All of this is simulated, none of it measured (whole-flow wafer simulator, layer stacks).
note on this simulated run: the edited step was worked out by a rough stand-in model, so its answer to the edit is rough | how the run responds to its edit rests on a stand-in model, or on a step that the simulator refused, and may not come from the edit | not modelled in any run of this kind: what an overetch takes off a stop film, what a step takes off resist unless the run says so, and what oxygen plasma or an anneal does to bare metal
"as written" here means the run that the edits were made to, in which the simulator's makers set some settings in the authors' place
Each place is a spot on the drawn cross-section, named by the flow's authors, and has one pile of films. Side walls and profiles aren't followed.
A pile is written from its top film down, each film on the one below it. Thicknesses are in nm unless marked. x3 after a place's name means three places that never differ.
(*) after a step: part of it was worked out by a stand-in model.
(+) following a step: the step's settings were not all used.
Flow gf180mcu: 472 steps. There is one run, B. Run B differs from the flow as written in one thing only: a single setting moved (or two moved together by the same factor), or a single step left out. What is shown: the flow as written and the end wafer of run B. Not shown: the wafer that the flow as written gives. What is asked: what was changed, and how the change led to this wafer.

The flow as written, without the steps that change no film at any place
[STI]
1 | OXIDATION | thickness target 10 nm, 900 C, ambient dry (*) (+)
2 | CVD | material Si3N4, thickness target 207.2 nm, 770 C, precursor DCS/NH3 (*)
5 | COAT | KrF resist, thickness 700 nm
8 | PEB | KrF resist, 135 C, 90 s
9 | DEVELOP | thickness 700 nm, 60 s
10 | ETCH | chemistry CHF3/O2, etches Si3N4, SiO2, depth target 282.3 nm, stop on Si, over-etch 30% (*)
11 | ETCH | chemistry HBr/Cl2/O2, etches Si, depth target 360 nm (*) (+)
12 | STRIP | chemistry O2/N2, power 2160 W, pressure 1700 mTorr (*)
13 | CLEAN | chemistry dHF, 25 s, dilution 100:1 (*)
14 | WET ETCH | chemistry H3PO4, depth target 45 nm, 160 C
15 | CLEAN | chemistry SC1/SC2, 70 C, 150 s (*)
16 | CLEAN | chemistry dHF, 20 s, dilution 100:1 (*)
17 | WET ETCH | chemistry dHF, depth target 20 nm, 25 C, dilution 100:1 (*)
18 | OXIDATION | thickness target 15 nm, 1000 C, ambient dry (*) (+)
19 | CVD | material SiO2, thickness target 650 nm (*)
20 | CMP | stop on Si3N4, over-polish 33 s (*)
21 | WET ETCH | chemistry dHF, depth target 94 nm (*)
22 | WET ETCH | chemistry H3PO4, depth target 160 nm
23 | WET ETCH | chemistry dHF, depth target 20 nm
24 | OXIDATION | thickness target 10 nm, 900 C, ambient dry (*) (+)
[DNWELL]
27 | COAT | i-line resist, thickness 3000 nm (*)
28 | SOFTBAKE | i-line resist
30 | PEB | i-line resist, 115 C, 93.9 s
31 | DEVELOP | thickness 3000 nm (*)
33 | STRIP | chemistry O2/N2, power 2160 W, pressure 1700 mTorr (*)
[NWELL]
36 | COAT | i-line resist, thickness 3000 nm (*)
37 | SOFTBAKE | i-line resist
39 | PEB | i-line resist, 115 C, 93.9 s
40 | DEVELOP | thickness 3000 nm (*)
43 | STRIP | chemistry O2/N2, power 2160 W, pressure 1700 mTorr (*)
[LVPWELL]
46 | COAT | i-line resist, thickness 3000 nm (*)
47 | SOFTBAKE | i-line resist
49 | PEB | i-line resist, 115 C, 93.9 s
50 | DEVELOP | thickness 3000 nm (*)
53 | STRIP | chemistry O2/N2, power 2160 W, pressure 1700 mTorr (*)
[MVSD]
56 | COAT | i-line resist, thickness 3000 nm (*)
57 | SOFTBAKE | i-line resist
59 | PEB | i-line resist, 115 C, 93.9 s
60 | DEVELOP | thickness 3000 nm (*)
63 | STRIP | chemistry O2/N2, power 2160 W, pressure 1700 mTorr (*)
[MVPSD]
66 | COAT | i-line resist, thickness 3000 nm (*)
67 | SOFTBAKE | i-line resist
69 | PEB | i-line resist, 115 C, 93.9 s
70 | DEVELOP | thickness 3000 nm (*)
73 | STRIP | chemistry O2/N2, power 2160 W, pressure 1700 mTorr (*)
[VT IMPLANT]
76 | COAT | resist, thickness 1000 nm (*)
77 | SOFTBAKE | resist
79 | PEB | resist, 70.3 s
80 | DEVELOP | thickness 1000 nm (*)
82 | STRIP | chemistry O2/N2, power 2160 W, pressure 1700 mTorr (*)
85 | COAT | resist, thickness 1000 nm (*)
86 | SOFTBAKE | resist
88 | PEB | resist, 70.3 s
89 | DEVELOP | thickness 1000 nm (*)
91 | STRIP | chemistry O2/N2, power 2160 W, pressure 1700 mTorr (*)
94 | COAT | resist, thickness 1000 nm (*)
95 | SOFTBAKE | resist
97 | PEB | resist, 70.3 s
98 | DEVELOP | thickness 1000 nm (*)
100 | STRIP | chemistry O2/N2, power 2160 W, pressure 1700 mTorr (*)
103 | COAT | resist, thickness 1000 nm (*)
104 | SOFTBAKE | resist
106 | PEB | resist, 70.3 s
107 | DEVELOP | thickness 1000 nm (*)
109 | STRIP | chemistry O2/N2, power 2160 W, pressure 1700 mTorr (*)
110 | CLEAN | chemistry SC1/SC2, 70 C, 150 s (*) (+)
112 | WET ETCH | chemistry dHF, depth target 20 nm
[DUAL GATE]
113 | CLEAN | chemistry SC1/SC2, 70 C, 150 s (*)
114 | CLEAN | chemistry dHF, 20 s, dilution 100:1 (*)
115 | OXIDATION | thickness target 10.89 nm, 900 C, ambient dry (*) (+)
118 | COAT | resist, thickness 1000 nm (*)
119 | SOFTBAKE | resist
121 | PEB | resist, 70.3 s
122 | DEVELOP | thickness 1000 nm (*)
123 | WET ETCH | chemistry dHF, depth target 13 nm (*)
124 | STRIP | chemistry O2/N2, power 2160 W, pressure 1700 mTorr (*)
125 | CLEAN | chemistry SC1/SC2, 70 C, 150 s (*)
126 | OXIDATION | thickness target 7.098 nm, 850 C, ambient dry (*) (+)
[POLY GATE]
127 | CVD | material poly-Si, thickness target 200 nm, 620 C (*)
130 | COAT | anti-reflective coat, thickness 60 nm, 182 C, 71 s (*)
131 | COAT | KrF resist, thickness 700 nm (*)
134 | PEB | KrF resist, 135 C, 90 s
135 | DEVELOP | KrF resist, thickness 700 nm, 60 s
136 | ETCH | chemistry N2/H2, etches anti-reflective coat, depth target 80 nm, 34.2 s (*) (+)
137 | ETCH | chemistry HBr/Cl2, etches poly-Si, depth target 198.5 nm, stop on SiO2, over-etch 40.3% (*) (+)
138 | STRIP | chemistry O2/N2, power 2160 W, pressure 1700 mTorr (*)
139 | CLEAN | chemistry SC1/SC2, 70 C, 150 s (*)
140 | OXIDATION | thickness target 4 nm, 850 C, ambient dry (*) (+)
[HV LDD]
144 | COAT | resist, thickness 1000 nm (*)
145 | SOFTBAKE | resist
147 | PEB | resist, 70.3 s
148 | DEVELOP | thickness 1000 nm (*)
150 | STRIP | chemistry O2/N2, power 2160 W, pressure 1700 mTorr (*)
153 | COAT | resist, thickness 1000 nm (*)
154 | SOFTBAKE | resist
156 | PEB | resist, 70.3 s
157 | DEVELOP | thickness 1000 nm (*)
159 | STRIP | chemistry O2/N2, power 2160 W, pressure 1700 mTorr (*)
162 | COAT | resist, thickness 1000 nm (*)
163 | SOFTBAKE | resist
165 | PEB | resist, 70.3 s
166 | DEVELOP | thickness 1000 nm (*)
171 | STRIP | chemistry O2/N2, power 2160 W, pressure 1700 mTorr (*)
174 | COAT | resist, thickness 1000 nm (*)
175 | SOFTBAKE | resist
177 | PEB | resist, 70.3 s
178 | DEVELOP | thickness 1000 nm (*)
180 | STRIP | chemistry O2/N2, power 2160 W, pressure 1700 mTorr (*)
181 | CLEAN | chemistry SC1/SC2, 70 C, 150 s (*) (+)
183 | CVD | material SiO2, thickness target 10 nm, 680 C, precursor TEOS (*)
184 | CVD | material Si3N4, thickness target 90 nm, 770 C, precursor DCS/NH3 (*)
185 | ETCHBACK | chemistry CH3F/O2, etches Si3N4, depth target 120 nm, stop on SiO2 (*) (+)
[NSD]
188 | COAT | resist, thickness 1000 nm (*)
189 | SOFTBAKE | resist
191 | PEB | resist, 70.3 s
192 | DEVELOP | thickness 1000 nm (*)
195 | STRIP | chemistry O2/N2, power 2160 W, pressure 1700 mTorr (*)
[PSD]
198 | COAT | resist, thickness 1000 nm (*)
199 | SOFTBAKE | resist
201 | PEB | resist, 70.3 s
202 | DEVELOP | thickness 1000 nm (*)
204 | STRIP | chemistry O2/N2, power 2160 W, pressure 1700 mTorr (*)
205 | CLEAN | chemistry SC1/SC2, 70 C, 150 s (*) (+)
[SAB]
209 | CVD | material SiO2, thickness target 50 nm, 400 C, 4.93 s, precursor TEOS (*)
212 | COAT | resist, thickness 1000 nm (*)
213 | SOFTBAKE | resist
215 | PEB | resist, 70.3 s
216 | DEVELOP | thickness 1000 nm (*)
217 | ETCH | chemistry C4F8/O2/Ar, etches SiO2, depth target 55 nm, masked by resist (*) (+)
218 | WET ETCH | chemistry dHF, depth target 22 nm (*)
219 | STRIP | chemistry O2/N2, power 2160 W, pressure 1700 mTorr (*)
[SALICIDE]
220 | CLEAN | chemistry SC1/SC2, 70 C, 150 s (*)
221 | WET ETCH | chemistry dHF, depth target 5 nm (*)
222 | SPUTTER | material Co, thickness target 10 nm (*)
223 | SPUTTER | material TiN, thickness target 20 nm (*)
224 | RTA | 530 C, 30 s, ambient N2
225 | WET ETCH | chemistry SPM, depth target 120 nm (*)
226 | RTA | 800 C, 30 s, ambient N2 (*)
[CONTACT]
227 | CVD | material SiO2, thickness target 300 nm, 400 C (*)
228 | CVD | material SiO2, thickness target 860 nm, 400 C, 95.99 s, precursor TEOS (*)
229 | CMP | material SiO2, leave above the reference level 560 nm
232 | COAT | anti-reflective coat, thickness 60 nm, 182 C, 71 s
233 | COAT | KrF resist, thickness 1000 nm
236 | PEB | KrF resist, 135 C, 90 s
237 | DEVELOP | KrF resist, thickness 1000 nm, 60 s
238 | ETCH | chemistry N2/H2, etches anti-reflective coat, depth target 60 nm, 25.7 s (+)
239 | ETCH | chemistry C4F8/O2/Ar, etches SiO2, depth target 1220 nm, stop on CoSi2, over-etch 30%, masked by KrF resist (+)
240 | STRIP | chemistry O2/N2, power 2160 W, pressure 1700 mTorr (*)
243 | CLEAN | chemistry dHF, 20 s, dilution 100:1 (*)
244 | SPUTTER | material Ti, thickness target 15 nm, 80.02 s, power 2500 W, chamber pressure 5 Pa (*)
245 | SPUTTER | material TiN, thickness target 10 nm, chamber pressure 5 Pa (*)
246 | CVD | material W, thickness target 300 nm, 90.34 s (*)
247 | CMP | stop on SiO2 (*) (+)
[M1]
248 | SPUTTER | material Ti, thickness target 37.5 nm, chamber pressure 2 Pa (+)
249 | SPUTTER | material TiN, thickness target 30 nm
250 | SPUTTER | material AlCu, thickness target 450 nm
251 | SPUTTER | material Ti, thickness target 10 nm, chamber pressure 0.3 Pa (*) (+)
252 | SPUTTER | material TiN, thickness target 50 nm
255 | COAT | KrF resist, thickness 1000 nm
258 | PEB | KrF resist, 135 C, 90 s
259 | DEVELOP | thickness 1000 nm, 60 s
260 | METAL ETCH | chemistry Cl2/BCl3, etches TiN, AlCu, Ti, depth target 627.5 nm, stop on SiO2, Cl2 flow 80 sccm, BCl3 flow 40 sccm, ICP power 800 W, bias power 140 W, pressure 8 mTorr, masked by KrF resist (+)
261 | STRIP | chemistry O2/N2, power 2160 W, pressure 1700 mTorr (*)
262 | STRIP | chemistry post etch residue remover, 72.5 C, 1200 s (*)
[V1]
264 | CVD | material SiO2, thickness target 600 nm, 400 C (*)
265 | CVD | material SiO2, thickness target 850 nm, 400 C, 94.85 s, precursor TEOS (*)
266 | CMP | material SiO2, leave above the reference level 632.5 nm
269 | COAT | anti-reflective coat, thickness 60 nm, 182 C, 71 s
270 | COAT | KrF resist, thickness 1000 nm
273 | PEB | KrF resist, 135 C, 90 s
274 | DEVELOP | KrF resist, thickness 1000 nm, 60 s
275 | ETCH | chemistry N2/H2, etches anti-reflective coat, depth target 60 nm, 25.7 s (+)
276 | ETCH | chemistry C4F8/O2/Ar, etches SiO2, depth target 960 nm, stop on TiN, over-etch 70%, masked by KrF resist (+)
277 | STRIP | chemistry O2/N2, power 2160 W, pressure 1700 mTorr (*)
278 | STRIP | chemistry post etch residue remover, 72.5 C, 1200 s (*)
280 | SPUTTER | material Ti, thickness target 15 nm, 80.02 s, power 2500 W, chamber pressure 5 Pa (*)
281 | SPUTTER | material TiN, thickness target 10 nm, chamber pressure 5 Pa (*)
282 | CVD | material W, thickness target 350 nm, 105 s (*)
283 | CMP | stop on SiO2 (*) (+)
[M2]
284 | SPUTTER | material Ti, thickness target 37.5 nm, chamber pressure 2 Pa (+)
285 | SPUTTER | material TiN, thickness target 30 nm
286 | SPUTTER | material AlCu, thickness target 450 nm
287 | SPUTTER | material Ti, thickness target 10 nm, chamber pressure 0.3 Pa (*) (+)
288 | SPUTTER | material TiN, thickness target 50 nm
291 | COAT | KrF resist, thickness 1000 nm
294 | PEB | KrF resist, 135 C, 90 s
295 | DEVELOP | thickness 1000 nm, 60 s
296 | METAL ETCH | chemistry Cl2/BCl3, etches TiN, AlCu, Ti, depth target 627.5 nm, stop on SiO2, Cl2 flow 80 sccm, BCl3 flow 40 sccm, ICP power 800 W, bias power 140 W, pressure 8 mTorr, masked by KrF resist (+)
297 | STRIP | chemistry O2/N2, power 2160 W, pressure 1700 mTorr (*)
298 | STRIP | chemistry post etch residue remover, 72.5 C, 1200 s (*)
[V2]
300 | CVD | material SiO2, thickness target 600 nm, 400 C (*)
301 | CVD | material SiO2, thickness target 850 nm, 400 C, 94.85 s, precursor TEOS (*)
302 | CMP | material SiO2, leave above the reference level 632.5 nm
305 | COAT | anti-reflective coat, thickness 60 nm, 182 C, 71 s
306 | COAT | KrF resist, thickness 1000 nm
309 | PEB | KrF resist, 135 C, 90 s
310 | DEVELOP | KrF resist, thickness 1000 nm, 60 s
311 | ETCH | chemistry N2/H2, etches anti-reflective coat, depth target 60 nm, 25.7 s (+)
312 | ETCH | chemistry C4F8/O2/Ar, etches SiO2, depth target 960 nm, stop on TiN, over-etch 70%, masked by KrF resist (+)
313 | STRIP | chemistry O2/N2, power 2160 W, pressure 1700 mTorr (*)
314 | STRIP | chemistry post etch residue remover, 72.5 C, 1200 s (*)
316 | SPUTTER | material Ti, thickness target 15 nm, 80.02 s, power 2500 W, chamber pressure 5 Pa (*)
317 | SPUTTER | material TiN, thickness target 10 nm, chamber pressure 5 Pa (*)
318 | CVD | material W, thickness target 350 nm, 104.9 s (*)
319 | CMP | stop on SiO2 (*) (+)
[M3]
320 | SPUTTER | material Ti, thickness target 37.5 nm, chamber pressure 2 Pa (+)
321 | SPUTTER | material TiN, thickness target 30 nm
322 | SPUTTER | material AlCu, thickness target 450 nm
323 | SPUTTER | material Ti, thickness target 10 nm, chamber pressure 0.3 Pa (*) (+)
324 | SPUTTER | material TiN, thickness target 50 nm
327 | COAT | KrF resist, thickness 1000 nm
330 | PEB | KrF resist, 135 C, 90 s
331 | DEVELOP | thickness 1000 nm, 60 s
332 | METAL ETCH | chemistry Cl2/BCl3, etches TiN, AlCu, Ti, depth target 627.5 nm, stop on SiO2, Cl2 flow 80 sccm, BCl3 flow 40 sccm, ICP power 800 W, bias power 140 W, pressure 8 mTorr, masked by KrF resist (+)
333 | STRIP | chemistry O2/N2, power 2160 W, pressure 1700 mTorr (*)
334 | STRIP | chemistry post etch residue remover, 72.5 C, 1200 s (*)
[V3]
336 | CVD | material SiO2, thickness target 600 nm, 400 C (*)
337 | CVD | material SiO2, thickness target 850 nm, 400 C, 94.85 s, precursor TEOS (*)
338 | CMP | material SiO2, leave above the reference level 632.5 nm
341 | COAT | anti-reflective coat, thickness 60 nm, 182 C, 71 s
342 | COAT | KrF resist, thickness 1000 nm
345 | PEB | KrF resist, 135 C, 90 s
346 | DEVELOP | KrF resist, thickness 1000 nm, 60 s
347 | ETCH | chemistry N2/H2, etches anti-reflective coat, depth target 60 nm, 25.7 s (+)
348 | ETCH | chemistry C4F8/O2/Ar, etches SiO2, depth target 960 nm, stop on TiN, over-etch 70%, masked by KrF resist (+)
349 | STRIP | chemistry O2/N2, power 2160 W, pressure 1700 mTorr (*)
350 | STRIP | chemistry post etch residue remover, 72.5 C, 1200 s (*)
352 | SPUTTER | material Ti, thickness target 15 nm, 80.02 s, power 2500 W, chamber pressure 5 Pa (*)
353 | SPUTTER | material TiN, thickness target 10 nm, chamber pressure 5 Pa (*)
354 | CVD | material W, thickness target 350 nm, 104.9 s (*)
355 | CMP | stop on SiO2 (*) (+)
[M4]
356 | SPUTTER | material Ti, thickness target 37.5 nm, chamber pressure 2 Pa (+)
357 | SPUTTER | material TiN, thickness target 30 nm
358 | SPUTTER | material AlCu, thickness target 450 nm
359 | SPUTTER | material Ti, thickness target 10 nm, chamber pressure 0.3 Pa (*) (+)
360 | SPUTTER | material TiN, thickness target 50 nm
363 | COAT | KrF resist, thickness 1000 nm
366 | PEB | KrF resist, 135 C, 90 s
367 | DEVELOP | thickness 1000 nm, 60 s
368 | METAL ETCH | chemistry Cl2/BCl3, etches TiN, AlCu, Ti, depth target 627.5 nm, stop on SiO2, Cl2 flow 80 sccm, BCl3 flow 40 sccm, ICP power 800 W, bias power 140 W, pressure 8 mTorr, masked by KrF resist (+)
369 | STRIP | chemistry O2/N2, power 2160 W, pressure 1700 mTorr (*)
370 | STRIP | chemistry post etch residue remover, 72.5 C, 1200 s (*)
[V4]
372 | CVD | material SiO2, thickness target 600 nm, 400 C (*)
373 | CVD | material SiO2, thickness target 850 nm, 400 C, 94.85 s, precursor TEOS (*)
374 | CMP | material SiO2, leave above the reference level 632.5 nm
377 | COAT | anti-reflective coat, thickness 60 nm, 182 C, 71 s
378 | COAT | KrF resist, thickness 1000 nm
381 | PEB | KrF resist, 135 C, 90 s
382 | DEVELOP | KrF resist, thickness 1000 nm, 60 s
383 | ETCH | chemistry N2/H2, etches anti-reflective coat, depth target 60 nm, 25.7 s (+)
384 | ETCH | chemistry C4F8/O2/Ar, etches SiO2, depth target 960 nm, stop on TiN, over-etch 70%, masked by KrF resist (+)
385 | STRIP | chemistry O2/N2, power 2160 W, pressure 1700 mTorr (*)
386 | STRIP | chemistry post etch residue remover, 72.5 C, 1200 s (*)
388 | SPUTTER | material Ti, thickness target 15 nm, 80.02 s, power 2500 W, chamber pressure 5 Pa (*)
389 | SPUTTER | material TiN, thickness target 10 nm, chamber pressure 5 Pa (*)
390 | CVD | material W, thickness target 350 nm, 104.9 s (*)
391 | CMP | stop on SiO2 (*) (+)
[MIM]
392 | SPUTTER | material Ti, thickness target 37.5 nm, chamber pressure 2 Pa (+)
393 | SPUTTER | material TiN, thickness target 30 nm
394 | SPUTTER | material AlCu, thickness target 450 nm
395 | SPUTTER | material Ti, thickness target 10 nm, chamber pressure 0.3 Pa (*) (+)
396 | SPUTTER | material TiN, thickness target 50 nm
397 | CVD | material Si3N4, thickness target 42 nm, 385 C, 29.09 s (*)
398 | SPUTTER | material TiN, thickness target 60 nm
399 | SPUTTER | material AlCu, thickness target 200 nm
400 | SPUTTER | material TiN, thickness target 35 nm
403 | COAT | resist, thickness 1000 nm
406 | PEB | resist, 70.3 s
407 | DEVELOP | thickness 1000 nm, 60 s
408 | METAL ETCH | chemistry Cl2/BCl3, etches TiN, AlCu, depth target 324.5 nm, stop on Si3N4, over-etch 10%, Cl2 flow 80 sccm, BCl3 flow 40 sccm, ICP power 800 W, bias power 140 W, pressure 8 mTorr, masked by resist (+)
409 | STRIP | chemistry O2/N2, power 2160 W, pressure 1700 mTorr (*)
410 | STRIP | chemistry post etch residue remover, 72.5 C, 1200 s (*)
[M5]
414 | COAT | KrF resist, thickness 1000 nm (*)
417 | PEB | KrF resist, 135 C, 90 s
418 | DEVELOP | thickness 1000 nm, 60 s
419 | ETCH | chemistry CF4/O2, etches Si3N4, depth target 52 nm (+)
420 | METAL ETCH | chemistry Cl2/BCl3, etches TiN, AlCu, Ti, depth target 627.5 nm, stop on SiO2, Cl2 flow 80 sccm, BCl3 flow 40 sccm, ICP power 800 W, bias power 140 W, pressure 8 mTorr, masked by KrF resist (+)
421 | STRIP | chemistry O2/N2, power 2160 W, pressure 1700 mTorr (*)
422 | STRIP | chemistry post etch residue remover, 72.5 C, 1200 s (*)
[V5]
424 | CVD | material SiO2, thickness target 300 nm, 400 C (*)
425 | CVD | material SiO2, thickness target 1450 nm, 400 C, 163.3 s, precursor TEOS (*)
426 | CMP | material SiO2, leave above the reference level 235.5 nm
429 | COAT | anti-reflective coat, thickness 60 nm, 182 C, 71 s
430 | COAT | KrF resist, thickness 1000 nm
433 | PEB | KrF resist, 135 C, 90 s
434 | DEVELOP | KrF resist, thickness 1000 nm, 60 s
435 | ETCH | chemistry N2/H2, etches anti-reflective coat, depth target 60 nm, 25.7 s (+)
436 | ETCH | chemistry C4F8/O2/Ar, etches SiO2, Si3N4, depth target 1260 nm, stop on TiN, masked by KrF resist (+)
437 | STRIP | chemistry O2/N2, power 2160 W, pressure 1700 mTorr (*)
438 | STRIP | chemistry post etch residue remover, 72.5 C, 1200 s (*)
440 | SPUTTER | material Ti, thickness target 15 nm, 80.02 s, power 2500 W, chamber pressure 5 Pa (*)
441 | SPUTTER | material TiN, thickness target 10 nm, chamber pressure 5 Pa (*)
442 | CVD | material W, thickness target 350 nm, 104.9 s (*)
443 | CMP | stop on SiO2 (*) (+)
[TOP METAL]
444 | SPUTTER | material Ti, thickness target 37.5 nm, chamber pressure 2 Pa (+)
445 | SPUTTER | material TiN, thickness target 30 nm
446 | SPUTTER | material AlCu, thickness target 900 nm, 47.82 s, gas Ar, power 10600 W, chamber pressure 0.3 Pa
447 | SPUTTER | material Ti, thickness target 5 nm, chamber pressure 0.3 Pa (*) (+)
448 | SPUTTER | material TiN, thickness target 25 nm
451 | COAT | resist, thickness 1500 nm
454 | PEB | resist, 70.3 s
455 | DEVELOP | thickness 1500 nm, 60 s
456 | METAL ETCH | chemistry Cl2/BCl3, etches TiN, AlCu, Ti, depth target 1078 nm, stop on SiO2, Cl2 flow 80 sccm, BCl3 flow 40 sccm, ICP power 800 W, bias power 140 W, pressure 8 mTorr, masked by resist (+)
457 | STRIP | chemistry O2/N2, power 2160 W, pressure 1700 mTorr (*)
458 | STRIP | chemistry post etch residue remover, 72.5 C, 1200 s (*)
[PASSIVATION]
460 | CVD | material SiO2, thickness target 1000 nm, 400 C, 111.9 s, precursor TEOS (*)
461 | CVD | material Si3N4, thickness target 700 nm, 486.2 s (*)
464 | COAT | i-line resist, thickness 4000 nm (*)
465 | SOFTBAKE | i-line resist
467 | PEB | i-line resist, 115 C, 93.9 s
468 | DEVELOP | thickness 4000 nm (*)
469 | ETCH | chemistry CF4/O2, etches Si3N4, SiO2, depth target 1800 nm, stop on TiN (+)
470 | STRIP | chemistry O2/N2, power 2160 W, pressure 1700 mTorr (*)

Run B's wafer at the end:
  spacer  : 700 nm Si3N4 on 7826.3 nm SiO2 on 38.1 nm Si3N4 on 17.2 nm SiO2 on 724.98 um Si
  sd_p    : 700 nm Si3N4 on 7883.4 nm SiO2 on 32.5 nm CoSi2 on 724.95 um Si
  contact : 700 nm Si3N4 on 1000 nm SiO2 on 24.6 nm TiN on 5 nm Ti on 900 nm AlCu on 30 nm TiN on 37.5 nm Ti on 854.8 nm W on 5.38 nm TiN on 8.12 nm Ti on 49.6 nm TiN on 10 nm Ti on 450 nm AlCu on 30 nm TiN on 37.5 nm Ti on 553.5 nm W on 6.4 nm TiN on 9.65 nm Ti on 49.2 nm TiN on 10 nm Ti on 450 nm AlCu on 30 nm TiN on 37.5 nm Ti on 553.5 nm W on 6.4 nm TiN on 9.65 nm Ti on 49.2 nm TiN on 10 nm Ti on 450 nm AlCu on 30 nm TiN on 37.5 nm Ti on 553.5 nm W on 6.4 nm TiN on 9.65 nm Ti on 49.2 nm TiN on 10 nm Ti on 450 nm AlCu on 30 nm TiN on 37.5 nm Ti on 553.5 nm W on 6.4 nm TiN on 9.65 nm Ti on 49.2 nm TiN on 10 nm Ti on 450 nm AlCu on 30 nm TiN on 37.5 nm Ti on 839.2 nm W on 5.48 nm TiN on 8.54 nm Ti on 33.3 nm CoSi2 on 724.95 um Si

The reason: step 184, CVD: thickness target 42.3 nm was run, while the flow as written has thickness target 90 nm.

The path from the change to this, step by step:
  184 | CVD | material Si3N4, thickness target 90 nm, 770 C, precursor DCS/NH3 (*)
      field, field__w1, field__w2 and 101 more: +42.3 Si3N4 (new film) (it would be, as written: +90 Si3N4 (new film))
  185 | ETCHBACK | chemistry CH3F/O2, etches Si3N4, depth target 120 nm, stop on SiO2 (*) (+)
      field, field__w1, field__w2 and 58 more: -42.3 Si3N4 (all of it), -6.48 SiO2 (it would be, as written: -90 Si3N4 (all of it), -2.5 SiO2)
      active, n_well, p_well and 39 more: -42.3 Si3N4 (all of it), -6.47 SiO2 (it would be, as written: -90 Si3N4 (all of it), -2.5 SiO2)
  188 | COAT | resist, thickness 1000 nm (*)
      spacer: +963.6 resist (new film) (it would be, as written: +920.2 resist (new film))
  189 | SOFTBAKE | resist
      field: +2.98 resist (it would be, as written: +3.56 resist)
      field__w1: +4.65 resist (it would be, as written: +5.23 resist)
      (and at 22 other places as well)
  191 | PEB | resist, 70.3 s
      spacer: -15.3 resist (it would be, as written: -14.3 resist)
  192 | DEVELOP | thickness 1000 nm (*)
      spacer: -948.3 resist (all of it) (it would be, as written: -905.9 resist (all of it))
  198 | COAT | resist, thickness 1000 nm (*)
      spacer: +963.6 resist (new film) (it would be, as written: +920.2 resist (new film))
  199 | SOFTBAKE | resist
      field: +2.98 resist (it would be, as written: +3.56 resist)
      field__w1: +4.65 resist (it would be, as written: +5.23 resist)
      (and at 22 other places as well)
  201 | PEB | resist, 70.3 s
      spacer: -15.3 resist (it would be, as written: -14.3 resist)
  204 | STRIP | chemistry O2/N2, power 2160 W, pressure 1700 mTorr (*)
      spacer: -948.3 resist (all of it) (it would be, as written: -905.9 resist (all of it))
  212 | COAT | resist, thickness 1000 nm (*)
      spacer: +962.8 resist (new film) (it would be, as written: +919.4 resist (new film))
  213 | SOFTBAKE | resist
      field__w9: +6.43 resist (it would be, as written: -3.11 resist)
      field__w11: +0.44 resist (it would be, as written: -0.09 resist)
      (and at 24 other places as well)
  215 | PEB | resist, 70.3 s
      spacer: -15.3 resist (it would be, as written: -14.3 resist)
  216 | DEVELOP | thickness 1000 nm (*)
      spacer: -947.5 resist (all of it) (it would be, as written: -905.1 resist (all of it))
  218 | WET ETCH | chemistry dHF, depth target 22 nm (*)
      gate, gate_hv, gate_p and 23 more: -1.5 SiO2 (all of it) (it would be, as written: -5.48 SiO2 (all of it))
      active, p_well, sd_n, iso_ptap_pw, iso_ntap_nw, iso_ptap_sub, vpnp_e: -5.04 SiO2 (all of it) (it would be, as written: -9.01 SiO2 (all of it))
      (and at 16 other places as well)
  222 | SPUTTER | material Co, thickness target 10 nm (*)
      field__w2: +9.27 Co (new film) (it would be, as written: +8.65 Co (new film))
      field__w3: +8.89 Co (new film) (it would be, as written: +8.06 Co (new film))
      (and at 5 other places as well)
  ... another 4 steps ...
  229 | CMP | material SiO2, leave above the reference level 560 nm
      field__w3: -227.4 SiO2 (it would be, as written: -232.3 SiO2)
      field__w12: -227.2 SiO2 (it would be, as written: -232.1 SiO2)
      (and at 2 other places as well)
